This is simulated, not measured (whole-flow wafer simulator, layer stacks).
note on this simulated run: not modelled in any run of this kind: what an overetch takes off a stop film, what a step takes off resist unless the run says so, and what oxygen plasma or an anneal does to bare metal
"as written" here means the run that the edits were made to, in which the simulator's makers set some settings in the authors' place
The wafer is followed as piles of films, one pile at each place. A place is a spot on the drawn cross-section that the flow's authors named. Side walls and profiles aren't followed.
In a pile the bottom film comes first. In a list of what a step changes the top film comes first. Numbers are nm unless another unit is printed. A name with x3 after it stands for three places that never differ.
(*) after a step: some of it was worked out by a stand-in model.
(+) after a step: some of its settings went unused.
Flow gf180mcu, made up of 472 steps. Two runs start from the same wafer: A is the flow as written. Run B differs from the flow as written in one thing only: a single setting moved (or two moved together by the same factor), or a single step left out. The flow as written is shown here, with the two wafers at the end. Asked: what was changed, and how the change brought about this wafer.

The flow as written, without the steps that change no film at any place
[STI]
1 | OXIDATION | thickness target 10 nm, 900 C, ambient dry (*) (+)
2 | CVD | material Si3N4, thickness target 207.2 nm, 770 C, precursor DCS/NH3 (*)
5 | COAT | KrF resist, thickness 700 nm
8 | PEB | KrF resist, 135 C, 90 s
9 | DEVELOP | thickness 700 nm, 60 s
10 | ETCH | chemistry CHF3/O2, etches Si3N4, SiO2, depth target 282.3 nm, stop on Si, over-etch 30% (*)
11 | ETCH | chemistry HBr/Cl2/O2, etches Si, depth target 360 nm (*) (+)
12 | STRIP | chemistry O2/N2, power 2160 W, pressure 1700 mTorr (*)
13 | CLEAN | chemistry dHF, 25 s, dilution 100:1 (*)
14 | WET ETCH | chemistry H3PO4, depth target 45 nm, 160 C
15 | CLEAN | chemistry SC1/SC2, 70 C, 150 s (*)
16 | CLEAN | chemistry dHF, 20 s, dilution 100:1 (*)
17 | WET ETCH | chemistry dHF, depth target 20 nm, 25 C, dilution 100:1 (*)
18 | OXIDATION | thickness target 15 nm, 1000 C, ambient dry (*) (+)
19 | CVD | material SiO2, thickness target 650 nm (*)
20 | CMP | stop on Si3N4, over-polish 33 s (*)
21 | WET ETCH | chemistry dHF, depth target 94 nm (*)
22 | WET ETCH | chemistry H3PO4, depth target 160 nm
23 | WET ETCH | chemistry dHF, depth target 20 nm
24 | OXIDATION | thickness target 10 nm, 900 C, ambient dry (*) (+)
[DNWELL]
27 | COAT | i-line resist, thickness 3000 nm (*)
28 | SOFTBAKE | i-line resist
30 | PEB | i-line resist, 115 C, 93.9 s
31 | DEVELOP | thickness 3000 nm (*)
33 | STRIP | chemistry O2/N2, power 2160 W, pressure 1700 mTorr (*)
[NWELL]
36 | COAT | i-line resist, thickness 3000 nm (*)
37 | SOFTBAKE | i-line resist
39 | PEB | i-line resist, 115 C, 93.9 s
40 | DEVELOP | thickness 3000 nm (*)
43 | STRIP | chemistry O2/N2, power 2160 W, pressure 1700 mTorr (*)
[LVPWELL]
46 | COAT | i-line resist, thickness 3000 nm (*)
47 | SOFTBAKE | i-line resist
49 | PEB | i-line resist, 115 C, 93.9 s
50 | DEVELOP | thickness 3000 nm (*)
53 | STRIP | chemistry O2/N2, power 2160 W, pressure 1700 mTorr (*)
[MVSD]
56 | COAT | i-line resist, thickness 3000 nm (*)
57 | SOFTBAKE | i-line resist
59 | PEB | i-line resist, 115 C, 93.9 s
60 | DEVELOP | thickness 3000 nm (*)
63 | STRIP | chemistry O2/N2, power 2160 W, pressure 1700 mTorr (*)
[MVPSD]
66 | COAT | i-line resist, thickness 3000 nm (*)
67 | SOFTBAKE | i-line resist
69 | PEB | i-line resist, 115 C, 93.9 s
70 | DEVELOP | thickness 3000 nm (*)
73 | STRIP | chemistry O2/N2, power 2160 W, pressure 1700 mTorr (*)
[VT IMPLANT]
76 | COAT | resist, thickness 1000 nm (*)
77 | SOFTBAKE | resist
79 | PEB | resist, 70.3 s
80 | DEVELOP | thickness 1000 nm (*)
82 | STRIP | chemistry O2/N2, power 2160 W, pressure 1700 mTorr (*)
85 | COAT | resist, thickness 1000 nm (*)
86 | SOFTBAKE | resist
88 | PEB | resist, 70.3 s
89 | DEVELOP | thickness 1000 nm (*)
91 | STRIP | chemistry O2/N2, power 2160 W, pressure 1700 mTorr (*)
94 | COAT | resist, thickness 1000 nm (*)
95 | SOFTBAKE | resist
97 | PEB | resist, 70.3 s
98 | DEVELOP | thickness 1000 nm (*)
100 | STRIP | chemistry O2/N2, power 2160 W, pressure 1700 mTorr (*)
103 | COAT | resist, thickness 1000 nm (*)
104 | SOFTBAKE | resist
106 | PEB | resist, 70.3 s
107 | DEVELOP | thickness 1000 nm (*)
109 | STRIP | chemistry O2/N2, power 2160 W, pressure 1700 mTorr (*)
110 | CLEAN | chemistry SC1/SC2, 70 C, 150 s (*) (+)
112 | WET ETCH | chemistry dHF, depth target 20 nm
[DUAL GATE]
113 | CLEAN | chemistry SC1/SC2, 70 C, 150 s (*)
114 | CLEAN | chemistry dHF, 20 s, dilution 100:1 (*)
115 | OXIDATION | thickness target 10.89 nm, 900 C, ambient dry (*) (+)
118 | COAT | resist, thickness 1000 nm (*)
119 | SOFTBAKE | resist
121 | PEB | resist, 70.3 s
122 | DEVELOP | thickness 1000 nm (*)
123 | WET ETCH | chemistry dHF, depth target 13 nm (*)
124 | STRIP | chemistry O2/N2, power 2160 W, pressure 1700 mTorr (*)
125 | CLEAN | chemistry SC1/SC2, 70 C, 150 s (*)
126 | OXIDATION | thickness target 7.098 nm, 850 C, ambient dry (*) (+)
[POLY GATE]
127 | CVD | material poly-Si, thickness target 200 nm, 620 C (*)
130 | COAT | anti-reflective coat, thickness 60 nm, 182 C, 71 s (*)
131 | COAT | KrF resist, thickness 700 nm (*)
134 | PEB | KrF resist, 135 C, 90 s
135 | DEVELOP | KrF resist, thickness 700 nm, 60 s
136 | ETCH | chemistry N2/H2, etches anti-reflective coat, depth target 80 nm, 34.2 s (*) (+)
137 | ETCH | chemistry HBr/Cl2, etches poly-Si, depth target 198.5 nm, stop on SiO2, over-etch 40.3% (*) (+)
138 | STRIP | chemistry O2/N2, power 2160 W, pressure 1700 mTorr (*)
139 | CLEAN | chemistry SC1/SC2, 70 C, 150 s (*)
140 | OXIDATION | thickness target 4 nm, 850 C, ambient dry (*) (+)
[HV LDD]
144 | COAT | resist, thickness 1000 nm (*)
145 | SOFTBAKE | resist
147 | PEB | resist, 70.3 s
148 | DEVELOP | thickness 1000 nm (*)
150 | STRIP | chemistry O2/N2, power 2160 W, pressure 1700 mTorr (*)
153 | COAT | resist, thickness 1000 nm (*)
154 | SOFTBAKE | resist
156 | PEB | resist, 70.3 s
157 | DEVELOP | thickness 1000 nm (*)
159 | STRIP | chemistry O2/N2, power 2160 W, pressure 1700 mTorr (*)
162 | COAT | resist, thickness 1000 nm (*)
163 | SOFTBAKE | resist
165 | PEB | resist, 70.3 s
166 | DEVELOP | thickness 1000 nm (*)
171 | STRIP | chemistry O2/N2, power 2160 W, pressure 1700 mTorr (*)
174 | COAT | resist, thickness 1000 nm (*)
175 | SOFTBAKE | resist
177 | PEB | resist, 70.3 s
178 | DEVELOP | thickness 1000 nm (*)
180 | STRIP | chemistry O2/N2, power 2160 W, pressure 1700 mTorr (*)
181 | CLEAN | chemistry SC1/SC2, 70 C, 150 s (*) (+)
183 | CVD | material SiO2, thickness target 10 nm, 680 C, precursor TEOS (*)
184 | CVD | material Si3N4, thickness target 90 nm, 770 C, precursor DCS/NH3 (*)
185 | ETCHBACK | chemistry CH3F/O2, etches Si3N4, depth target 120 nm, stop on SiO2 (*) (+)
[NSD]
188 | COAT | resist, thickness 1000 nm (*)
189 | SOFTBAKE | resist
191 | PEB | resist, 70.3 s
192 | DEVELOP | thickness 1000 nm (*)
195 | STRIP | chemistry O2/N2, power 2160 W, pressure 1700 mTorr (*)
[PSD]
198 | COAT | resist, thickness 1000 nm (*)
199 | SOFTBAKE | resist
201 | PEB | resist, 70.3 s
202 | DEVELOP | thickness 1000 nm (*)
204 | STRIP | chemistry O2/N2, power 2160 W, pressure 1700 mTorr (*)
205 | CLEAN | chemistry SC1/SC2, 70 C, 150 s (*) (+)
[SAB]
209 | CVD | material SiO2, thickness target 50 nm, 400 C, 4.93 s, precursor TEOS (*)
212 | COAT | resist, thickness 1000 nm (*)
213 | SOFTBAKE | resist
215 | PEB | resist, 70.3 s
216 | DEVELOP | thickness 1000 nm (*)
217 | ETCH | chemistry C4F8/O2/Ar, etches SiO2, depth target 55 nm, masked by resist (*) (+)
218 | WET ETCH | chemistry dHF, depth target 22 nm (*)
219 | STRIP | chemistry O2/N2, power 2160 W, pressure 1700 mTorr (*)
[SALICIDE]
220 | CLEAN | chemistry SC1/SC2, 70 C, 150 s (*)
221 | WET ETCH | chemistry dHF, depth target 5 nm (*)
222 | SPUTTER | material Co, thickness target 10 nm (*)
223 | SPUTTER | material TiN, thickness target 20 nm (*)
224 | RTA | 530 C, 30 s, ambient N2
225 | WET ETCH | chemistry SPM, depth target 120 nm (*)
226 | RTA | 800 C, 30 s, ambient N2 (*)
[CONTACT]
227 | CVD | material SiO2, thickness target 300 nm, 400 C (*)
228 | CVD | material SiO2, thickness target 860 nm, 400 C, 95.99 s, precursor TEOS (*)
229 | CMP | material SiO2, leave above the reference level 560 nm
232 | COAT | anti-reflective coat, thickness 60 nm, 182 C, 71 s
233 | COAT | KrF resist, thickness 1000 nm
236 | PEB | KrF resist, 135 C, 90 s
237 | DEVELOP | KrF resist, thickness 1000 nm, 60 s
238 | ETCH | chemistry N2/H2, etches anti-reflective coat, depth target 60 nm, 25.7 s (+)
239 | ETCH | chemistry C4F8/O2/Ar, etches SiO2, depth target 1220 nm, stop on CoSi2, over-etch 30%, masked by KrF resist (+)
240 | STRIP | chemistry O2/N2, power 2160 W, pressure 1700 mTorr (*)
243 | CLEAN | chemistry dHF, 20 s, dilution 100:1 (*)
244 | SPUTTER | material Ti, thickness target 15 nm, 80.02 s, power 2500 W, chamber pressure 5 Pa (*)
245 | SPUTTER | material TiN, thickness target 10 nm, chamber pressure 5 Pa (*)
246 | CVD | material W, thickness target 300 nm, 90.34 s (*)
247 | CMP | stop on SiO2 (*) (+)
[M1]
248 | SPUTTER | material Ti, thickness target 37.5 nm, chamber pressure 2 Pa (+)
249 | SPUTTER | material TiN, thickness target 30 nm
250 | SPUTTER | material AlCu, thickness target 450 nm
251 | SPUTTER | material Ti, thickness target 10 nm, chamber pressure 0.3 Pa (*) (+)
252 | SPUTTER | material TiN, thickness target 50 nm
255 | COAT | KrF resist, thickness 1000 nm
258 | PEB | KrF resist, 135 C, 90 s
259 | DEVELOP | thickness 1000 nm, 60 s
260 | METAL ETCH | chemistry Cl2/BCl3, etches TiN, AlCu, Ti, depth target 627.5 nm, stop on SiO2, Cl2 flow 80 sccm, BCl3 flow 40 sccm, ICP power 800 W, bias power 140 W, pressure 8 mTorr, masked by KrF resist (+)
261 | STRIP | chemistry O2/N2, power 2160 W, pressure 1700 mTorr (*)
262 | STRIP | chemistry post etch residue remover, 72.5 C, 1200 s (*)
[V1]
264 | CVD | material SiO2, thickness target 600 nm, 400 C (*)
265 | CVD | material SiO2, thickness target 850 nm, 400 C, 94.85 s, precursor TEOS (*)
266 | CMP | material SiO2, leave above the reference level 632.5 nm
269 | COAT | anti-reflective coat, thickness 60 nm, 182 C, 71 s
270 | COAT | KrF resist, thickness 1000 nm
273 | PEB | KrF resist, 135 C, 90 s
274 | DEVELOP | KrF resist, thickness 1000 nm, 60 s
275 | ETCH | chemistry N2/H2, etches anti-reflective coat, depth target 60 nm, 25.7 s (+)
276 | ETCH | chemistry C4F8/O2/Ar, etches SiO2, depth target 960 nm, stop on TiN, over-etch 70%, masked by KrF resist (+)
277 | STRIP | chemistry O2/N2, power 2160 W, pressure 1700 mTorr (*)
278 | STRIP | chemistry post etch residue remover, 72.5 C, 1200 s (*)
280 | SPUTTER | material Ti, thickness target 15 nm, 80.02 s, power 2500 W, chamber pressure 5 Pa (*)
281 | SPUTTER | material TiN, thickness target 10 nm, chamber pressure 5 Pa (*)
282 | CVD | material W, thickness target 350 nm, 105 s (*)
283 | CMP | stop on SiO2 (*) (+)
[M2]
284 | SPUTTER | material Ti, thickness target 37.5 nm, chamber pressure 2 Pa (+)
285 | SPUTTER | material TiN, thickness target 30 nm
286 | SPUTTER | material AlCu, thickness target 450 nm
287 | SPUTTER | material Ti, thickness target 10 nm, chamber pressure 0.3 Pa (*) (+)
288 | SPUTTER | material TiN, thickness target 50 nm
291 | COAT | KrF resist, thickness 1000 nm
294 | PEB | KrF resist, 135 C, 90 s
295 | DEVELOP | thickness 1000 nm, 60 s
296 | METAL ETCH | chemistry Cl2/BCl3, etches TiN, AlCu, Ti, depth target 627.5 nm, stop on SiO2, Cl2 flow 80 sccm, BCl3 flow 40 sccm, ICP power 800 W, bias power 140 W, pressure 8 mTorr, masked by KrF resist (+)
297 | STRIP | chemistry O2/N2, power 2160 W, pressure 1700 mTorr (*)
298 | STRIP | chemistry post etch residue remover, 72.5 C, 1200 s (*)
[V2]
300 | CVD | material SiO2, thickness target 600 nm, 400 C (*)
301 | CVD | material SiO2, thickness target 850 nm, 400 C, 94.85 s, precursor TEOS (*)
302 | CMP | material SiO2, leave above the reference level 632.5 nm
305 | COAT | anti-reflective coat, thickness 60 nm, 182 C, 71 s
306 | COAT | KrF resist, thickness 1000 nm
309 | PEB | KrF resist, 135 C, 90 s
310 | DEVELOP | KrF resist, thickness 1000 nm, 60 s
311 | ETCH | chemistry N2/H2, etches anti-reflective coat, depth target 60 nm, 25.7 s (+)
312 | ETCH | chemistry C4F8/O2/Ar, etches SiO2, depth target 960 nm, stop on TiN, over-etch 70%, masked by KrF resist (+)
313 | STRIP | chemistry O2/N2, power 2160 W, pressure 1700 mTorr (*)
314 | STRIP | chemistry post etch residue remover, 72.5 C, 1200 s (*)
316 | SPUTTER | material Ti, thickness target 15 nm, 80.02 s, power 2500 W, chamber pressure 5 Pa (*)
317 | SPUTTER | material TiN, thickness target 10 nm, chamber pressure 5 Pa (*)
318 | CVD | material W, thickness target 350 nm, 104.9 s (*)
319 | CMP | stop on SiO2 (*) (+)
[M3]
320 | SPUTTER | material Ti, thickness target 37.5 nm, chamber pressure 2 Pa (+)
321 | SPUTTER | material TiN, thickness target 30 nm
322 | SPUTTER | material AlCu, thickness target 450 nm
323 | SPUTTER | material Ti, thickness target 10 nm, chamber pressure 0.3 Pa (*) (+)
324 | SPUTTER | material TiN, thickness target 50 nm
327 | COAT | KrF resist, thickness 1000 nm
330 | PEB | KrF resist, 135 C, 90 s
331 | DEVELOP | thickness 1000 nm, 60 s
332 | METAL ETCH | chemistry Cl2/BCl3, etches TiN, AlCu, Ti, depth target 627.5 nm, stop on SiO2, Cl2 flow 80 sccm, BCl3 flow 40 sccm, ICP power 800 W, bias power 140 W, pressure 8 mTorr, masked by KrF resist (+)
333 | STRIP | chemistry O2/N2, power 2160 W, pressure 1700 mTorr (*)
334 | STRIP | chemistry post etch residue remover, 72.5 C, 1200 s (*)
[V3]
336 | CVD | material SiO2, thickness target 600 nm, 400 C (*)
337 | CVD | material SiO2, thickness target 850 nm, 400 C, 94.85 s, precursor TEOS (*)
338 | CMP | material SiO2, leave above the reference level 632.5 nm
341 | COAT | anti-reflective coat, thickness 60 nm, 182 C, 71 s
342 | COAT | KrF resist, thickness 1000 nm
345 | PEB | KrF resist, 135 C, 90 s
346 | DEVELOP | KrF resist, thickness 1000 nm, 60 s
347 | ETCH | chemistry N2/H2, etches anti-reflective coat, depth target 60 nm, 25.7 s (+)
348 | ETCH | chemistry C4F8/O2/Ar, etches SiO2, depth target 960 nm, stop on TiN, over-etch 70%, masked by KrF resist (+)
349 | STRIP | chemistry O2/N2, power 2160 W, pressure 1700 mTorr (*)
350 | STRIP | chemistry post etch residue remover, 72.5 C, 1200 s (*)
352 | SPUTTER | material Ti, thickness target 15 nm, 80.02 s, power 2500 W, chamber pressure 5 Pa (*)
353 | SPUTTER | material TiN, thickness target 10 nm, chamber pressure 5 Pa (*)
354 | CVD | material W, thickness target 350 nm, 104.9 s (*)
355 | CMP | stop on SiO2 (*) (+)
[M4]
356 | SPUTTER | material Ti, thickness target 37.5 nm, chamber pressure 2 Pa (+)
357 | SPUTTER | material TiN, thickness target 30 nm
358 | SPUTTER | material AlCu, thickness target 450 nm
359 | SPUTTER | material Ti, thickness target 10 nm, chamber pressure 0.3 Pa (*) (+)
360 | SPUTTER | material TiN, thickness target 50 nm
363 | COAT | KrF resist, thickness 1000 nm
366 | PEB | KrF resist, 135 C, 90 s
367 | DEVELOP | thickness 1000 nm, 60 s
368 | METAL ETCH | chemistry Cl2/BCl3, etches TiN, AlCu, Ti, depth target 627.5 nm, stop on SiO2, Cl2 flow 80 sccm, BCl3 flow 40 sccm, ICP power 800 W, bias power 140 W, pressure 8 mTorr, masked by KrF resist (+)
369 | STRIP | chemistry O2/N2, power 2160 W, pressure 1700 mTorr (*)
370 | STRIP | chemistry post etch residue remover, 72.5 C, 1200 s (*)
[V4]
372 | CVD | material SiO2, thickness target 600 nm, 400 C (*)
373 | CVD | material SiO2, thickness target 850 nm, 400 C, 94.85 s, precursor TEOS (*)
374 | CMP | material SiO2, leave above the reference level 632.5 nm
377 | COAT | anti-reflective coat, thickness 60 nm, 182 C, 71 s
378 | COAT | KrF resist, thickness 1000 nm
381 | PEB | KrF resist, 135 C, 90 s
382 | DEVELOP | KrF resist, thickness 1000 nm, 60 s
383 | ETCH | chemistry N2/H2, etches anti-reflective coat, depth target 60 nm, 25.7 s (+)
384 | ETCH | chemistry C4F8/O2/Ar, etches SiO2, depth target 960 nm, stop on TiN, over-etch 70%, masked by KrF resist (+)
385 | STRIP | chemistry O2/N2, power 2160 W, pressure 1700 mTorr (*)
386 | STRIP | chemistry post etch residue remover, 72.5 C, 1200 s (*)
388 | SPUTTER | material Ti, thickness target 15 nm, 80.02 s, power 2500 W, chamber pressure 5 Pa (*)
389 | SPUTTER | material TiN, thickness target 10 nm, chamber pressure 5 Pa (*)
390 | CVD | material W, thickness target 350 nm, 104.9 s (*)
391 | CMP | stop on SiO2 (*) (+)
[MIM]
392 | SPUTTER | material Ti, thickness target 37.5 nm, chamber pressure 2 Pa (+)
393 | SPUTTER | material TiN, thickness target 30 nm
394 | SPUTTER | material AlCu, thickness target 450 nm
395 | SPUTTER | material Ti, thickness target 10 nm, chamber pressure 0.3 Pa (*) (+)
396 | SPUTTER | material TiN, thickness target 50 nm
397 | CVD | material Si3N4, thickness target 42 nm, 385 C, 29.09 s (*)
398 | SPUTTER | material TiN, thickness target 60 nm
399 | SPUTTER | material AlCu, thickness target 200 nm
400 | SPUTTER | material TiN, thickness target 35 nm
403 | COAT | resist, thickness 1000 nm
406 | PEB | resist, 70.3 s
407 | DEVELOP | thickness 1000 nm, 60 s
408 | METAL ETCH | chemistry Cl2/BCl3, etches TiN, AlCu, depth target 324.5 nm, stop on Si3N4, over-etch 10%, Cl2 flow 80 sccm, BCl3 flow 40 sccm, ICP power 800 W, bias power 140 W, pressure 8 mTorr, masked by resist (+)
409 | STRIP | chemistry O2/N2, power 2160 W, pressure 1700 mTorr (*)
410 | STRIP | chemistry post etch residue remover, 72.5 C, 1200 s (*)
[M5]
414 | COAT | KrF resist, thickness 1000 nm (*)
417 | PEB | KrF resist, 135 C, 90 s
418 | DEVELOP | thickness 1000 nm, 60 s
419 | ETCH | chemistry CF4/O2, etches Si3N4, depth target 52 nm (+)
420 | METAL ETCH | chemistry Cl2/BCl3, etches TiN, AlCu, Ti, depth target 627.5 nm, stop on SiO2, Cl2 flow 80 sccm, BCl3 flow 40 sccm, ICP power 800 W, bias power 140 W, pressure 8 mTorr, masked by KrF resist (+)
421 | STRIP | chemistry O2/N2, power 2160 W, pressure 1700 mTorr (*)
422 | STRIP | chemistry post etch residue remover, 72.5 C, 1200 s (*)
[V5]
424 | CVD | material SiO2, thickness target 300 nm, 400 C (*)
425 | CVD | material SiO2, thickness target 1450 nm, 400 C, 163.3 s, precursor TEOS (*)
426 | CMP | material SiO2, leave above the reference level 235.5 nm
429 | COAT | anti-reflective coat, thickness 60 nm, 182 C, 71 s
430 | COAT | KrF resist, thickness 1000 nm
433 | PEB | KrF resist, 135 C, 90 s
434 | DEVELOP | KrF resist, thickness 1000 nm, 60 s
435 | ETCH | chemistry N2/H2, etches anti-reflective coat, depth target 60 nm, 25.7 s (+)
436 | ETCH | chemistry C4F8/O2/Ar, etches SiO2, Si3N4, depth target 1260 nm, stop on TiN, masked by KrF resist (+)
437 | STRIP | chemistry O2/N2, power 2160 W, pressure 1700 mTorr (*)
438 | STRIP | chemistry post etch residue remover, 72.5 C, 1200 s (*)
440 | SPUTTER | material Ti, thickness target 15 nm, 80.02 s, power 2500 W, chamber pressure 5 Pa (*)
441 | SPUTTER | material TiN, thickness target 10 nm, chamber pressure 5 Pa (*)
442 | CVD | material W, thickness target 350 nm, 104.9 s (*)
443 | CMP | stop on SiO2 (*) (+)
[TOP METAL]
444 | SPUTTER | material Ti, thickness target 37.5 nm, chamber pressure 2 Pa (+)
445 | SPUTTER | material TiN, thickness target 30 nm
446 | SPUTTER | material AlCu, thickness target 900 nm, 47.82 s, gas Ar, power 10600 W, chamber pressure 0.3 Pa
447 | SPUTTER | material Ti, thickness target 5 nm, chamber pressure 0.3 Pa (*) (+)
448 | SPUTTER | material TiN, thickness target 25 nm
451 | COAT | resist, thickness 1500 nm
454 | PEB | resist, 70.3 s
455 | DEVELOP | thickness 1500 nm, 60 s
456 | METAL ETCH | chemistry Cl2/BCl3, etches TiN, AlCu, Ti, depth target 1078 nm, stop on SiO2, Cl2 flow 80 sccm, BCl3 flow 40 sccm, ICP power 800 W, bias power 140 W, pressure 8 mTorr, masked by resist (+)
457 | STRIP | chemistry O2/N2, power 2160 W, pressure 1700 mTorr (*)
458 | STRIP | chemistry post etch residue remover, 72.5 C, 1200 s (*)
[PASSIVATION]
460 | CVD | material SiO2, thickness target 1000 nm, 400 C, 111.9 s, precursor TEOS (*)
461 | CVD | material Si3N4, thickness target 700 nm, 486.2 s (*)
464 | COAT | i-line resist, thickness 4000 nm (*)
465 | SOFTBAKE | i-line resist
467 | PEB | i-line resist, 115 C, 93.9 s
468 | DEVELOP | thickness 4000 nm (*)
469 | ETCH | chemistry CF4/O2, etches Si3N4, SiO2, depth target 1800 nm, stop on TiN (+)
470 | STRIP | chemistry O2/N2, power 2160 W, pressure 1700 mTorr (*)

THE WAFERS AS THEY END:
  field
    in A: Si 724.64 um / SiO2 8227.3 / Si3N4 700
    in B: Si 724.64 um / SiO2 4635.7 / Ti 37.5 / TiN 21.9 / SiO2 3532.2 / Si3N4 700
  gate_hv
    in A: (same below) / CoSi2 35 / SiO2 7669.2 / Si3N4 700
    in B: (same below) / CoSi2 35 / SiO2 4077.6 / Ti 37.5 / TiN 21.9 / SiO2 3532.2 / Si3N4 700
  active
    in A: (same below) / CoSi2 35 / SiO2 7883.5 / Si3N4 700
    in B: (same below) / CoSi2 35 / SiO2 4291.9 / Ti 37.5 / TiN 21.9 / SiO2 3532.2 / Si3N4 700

Cause: step 368, METAL ETCH: depth target 517.7 nm was run, whereas the flow has depth target 627.5 nm.

Step by step, how the change led to this:
  368 | METAL ETCH | chemistry Cl2/BCl3, etches TiN, AlCu, Ti, depth target 627.5 nm, stop on SiO2, Cl2 flow 80 sccm, BCl3 flow 40 sccm, ICP power 800 W, bias power 140 W, pressure 8 mTorr, masked by KrF resist (+)
      field, field__w1, field__w2 and 103 more: A -50 TiN (all of it), -10 Ti (all of it), -450 AlCu (all of it), -30 TiN (all of it), -37.5 Ti (all of it) | B -50 TiN (all of it), -10 Ti (all of it), -450 AlCu (all of it), -7.7 TiN
      field__w8, contact, m1, m1__w1, m1_nw: A -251 KrF resist | B -207.1 KrF resist
  369 | STRIP | chemistry O2/N2, power 2160 W, pressure 1700 mTorr (*)
      field__w8, contact, m1, m1__w1, m1_nw: A -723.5 KrF resist (all of it) | B -767.4 KrF resist (all of it)
  372 | CVD | material SiO2, thickness target 600 nm, 400 C (*)
      field, field__w1, field__w2 and 103 more: A +600 SiO2 | B +600 SiO2 (new film)
  374 | CMP | material SiO2, leave above the reference level 632.5 nm
      field, field__w1, field__w2 and 103 more: A -300 SiO2 | B -359.4 SiO2
Taking metal films that touch as one body, field has 1 body; the flow as written gives 0 bodies.
Taking metal films that touch as one body, gate_hv has 2 bodies (between them, from the top down: SiO2 4077.6); the flow as written gives 1 body.
Taking metal films that touch as one body, active has 2 bodies (between them, from the top down: SiO2 4291.9); the flow as written gives 1 body.
